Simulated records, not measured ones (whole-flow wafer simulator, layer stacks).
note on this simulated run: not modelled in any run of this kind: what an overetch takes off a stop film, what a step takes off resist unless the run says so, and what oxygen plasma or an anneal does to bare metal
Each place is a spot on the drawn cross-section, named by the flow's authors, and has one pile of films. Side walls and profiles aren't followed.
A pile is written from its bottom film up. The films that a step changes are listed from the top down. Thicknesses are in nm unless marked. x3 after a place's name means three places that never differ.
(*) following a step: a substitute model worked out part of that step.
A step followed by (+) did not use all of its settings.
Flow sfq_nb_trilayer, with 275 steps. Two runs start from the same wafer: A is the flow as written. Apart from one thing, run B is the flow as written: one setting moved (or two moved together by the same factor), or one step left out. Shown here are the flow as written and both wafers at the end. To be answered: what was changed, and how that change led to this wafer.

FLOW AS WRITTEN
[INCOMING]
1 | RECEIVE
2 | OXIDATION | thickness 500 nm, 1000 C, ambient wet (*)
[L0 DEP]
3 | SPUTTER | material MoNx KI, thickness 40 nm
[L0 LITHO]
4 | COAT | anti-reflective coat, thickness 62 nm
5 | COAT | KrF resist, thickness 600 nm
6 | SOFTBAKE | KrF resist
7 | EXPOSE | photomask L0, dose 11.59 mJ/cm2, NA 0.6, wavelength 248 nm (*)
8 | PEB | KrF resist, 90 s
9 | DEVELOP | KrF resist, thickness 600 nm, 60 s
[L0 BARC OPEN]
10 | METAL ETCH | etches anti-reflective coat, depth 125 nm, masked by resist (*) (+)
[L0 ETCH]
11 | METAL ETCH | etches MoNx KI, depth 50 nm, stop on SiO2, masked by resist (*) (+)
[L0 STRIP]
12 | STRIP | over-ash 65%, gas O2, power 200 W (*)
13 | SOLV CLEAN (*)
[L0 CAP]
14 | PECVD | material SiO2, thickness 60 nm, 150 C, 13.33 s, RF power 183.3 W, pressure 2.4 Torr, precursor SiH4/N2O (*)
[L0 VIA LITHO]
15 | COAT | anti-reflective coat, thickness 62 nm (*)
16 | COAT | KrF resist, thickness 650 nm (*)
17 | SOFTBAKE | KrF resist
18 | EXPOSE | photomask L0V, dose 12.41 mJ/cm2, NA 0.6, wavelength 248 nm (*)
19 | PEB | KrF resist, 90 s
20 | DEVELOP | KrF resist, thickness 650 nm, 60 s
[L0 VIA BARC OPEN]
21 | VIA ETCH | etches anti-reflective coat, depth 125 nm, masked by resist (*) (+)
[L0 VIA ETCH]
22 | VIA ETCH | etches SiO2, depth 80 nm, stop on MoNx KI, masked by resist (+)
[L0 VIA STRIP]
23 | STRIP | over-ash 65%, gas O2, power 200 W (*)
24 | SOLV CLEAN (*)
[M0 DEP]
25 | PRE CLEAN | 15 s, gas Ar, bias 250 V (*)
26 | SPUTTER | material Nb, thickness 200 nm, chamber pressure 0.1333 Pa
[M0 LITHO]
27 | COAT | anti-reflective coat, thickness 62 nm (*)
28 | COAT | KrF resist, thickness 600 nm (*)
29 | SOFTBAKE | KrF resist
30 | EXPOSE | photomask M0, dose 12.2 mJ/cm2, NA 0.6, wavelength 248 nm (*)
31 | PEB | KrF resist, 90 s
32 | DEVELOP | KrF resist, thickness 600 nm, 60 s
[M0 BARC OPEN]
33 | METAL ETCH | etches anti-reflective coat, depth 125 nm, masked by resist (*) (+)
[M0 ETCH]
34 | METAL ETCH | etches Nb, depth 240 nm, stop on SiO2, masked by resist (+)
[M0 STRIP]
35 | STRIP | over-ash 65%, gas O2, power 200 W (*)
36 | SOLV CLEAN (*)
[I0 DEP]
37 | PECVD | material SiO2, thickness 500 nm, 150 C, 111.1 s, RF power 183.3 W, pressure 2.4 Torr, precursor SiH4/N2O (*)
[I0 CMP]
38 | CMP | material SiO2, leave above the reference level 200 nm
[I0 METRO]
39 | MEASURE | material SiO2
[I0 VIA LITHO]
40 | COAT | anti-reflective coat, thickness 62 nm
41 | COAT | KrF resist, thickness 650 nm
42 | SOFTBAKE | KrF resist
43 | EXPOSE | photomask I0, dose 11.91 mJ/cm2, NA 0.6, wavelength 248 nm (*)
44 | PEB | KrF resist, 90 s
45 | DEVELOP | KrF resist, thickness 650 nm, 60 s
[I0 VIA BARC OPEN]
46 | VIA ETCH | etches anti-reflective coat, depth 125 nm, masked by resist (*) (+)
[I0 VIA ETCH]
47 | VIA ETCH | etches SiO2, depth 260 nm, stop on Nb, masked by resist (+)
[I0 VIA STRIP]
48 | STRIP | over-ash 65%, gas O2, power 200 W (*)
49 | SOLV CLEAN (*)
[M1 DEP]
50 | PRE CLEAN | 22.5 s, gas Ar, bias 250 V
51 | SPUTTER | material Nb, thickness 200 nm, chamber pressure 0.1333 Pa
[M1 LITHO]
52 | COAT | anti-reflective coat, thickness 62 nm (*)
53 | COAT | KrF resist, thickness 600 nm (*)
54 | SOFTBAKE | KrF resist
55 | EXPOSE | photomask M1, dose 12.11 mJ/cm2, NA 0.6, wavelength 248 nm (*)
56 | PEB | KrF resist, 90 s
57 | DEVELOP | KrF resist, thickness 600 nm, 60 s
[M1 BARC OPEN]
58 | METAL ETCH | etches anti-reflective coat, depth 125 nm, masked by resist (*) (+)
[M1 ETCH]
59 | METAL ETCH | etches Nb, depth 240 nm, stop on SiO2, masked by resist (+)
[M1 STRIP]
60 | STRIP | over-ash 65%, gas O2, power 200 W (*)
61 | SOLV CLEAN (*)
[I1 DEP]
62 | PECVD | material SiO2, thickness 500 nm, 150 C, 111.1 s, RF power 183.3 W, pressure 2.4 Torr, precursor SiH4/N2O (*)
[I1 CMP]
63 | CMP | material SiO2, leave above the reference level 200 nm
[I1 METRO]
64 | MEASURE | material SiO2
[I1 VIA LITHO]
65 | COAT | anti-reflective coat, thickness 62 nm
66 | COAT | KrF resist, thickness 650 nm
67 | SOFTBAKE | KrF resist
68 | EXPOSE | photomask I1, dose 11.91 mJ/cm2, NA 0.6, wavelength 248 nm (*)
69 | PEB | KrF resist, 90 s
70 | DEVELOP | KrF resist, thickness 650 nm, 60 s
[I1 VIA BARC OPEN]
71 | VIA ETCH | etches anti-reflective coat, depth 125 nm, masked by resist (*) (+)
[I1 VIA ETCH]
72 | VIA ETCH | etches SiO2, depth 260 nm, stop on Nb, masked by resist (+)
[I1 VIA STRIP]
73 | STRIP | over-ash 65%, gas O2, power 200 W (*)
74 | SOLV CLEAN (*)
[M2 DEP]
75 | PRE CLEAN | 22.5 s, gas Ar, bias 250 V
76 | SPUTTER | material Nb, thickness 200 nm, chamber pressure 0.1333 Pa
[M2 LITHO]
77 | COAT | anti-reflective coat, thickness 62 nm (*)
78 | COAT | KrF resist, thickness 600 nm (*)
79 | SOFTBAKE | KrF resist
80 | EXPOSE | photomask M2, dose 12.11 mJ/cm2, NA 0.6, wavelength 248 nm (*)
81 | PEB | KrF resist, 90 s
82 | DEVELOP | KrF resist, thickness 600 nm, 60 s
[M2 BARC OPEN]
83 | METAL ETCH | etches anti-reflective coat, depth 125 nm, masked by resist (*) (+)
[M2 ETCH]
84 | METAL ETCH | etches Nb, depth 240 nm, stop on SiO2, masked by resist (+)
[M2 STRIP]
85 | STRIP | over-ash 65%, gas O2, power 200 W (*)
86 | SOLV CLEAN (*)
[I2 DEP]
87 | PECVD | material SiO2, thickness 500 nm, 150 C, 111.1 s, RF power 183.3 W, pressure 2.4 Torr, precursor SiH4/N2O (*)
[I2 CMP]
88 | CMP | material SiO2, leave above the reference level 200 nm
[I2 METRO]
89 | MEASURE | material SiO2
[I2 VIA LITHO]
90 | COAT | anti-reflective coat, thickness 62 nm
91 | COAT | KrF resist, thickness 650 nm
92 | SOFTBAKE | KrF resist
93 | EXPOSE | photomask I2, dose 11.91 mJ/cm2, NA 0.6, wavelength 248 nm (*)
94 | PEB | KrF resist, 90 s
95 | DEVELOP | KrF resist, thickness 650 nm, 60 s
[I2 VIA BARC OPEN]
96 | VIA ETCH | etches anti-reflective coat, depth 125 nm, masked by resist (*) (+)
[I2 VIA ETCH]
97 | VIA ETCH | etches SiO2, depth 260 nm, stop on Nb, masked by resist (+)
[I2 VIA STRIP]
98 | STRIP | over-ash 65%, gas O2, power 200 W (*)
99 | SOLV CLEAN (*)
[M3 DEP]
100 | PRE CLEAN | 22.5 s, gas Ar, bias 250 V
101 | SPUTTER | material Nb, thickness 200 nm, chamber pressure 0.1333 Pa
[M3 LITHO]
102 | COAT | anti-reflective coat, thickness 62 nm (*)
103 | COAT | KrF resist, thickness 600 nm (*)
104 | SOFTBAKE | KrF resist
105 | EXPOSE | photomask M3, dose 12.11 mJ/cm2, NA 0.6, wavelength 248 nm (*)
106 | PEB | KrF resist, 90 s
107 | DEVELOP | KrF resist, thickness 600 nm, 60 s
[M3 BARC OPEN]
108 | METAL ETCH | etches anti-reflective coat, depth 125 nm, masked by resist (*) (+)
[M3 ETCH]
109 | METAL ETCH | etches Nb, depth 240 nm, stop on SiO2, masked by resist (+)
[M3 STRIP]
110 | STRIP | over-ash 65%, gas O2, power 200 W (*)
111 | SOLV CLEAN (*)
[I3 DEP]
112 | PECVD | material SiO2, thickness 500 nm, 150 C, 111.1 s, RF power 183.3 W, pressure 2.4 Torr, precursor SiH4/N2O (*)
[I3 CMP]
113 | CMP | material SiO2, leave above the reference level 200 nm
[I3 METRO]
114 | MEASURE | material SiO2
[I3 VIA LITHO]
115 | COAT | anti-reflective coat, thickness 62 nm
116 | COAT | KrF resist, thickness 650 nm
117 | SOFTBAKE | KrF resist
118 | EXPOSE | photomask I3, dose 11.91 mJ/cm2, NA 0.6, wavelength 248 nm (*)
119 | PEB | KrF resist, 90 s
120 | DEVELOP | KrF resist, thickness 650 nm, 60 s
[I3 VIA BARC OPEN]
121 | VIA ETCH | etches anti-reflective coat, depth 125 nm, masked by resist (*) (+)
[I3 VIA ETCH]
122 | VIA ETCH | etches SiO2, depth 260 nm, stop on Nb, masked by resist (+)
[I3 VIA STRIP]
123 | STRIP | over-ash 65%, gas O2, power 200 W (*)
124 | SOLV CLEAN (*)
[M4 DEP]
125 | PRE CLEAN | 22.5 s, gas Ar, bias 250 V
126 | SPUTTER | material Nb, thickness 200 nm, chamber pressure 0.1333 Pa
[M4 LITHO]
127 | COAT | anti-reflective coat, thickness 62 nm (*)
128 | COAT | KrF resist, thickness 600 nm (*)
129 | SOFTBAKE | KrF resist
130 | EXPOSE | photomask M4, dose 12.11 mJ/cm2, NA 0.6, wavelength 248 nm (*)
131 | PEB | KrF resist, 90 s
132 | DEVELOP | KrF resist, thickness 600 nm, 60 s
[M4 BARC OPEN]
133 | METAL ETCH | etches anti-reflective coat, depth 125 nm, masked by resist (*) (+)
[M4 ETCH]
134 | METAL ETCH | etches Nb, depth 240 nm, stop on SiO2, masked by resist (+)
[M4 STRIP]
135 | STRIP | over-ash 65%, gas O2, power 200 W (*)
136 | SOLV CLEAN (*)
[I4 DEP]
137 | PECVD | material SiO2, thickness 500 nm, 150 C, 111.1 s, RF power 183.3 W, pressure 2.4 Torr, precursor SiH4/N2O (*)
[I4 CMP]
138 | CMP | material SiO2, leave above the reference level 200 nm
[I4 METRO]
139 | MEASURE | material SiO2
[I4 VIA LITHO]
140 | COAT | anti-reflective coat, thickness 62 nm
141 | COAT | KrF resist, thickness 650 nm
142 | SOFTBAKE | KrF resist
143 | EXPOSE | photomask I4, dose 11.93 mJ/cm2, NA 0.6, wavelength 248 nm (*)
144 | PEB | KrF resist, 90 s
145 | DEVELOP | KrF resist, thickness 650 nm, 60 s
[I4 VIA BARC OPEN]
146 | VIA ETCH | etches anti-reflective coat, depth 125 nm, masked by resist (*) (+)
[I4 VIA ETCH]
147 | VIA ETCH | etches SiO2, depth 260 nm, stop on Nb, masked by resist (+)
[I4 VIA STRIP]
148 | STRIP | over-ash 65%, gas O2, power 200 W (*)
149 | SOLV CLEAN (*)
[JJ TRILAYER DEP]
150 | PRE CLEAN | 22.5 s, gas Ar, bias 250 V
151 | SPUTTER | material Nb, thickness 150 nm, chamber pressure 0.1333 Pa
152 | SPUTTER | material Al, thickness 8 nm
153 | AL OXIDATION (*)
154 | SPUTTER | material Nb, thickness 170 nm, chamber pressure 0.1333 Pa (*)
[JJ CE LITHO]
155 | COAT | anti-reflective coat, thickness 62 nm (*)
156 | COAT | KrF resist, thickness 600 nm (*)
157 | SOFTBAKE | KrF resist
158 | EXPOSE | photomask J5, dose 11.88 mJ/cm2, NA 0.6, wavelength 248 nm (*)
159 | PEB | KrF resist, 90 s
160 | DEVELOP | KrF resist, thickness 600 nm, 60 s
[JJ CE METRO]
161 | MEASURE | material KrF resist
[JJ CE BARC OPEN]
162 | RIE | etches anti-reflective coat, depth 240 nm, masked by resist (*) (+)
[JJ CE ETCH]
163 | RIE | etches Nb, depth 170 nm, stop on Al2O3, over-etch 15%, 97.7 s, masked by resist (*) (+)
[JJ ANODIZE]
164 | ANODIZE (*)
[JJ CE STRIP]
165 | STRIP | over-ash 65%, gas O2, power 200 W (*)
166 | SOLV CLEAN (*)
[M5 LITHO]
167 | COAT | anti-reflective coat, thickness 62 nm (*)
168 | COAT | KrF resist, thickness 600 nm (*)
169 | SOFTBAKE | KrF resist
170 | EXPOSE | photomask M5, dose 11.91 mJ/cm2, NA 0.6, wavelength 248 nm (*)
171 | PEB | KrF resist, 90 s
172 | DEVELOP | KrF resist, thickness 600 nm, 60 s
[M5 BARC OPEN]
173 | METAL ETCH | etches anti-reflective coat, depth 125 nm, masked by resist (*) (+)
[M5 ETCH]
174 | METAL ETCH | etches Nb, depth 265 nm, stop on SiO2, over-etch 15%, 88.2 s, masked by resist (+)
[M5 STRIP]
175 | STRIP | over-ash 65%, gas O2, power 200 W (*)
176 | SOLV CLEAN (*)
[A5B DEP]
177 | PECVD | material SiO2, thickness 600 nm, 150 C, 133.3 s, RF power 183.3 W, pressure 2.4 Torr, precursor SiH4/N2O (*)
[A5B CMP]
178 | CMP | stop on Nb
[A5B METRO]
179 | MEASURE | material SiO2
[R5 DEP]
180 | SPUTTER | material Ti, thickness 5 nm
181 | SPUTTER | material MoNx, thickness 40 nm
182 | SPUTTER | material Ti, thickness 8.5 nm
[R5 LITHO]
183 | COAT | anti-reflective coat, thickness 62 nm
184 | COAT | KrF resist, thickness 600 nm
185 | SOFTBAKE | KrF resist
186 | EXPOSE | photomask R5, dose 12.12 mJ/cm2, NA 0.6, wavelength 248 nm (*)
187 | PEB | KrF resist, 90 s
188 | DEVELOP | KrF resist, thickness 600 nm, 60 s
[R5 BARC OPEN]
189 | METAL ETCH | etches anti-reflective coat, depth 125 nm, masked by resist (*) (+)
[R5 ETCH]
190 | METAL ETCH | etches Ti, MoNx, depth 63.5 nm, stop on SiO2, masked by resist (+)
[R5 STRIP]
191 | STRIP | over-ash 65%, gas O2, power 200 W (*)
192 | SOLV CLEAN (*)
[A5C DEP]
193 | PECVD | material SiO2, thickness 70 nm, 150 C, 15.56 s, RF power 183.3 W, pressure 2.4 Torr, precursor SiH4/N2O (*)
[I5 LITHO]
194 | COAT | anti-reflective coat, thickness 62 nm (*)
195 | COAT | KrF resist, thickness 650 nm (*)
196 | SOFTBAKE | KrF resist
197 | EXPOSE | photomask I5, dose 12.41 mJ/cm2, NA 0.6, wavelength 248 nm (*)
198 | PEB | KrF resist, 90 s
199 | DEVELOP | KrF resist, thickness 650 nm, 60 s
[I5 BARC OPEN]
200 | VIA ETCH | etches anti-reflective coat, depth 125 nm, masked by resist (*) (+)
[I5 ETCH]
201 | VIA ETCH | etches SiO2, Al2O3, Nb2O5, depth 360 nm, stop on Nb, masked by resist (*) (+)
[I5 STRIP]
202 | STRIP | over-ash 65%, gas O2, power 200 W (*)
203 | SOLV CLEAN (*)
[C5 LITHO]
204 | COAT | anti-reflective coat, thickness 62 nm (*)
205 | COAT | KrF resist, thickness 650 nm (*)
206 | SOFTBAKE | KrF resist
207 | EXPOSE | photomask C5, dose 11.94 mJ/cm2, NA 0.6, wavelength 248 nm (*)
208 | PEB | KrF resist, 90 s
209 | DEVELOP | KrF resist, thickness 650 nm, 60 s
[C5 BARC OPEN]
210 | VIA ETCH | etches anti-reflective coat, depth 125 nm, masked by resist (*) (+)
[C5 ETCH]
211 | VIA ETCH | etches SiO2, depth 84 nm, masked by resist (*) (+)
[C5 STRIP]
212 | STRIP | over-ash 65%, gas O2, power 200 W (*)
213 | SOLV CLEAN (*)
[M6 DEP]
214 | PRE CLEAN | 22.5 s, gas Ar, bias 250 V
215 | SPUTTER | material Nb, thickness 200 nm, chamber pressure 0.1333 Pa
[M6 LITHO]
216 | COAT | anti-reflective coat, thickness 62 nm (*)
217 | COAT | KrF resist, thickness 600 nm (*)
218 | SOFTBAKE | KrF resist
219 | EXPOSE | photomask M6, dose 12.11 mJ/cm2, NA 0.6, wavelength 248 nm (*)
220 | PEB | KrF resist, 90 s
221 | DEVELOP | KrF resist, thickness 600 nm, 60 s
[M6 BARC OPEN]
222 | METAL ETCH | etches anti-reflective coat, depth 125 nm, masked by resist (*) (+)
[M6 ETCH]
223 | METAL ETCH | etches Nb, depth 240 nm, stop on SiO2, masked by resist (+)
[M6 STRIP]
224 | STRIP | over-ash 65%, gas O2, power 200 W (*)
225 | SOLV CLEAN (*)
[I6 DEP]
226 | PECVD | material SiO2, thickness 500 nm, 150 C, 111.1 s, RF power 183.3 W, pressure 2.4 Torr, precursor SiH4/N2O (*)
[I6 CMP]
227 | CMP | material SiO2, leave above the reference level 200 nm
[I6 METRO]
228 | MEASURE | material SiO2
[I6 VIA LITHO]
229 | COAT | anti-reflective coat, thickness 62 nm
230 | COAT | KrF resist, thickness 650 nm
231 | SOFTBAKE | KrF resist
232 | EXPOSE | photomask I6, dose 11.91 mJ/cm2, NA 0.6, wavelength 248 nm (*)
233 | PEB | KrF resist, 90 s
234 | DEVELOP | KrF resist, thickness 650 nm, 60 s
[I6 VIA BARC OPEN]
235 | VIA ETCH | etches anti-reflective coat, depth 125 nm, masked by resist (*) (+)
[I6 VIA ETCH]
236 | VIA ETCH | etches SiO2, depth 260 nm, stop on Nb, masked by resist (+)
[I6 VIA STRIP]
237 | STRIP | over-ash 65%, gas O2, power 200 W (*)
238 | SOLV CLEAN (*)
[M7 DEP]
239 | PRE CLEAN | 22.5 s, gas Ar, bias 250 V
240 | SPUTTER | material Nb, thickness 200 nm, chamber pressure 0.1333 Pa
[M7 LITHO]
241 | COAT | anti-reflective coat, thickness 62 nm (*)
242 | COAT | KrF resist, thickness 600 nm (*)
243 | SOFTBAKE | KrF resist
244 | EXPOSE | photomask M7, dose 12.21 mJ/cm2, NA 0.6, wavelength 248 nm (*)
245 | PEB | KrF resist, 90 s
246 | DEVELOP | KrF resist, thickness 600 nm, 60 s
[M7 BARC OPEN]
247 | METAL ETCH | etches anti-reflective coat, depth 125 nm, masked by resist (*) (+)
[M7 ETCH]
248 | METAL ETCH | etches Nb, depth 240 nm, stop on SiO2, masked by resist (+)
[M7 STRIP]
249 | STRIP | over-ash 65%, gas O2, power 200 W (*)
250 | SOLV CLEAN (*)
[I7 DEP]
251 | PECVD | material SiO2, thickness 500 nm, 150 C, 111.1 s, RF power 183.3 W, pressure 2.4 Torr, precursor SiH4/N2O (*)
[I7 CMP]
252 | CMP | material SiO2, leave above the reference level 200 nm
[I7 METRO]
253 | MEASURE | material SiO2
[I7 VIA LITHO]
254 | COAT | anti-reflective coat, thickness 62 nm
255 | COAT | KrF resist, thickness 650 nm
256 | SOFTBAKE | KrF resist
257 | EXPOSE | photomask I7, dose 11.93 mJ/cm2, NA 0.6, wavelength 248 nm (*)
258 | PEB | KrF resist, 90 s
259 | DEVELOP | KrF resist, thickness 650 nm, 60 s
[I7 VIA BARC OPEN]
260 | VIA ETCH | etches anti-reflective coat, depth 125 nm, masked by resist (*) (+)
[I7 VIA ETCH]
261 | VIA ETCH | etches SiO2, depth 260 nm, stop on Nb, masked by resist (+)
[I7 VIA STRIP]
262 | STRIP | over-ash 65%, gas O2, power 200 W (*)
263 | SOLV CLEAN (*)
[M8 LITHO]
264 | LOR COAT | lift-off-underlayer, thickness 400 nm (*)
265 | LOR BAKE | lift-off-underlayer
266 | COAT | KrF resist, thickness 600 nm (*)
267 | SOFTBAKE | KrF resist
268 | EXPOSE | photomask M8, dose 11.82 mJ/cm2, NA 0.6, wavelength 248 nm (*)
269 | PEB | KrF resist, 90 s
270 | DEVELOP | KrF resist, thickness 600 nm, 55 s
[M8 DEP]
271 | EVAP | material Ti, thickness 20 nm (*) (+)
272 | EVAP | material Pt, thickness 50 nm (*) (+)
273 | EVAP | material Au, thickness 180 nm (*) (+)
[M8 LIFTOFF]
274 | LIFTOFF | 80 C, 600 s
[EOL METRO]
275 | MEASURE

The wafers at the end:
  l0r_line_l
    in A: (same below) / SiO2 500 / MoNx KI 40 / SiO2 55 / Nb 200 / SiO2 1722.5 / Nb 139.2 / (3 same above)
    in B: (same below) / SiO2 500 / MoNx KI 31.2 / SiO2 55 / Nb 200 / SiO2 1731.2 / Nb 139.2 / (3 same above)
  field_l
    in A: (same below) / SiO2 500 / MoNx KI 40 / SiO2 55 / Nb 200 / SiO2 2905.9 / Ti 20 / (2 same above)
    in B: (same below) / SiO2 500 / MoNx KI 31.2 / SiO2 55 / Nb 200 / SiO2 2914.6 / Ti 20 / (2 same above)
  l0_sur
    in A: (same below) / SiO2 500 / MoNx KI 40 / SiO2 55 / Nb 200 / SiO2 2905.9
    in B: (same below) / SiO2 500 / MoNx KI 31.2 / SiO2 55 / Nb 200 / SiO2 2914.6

Cause: step 3, SPUTTER: thickness 31.25 nm was run, whereas the flow has thickness 40 nm.
The wafer lets one read it off: l0r_line_l has MoNx KI 31.2, and step 3 as written asks for 40 nm.

Step by step, how the change led to this:
  3 | SPUTTER | material MoNx KI, thickness 40 nm
      field_l, v_sur, via_wl and 103 more: A MoNx KI gains 40 (new film) | B MoNx KI gains 31.2 (new film)
  11 | METAL ETCH | etches MoNx KI, depth 50 nm, stop on SiO2, masked by resist (*) (+)
      v_sur, via_wl, via_w and 97 more: A MoNx KI loses 40 (all of it) | B MoNx KI loses 31.2 (all of it)
      field_l, l0_sur, l0v, l0r_line_l, l0r_line_c, l0r_line_r: A KrF resist loses 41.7 | B KrF resist loses 39.1
  15 | COAT | anti-reflective coat, thickness 62 nm (*)
      v_sur: A anti-reflective coat gains 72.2 (new film) | B anti-reflective coat gains 70 (new film)
      l0_sur: A anti-reflective coat gains 54.2 (new film) | B anti-reflective coat gains 55.8 (new film)
      (also at 1 further place)
  23 | STRIP | over-ash 65%, gas O2, power 200 W (*)
      v_sur: A KrF resist loses 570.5 (all of it), anti-reflective coat loses 72.2 (all of it) | B KrF resist loses 568 (all of it), anti-reflective coat loses 70 (all of it)
      l0_sur: A KrF resist loses 552.8 (all of it), anti-reflective coat loses 54.2 (all of it) | B KrF resist loses 554.4 (all of it), anti-reflective coat loses 55.8 (all of it)
      (also at 1 further place)
  27 | COAT | anti-reflective coat, thickness 62 nm (*)
      v_sur: A anti-reflective coat gains 72.3 (new film) | B anti-reflective coat gains 70.2 (new film)
      lsp_r: A anti-reflective coat gains 67.8 (new film) | B anti-reflective coat gains 66.4 (new film)
      (also at 2 further places)
  35 | STRIP | over-ash 65%, gas O2, power 200 W (*)
      v_sur: A KrF resist loses 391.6 (all of it), anti-reflective coat loses 72.3 (all of it) | B KrF resist loses 389.5 (all of it), anti-reflective coat loses 70.2 (all of it)
      lsp_r: A KrF resist loses 389.8 (all of it), anti-reflective coat loses 67.8 (all of it) | B KrF resist loses 387.2 (all of it), anti-reflective coat loses 66.4 (all of it)
      (also at 2 further places)
  38 | CMP | material SiO2, leave above the reference level 200 nm
      field_l, l0_sur, l0r_line_l, l0r_line_c, l0r_line_r: A SiO2 loses 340 | B SiO2 loses 331.2
      l0v: A SiO2 loses 277.8 | B SiO2 loses 269
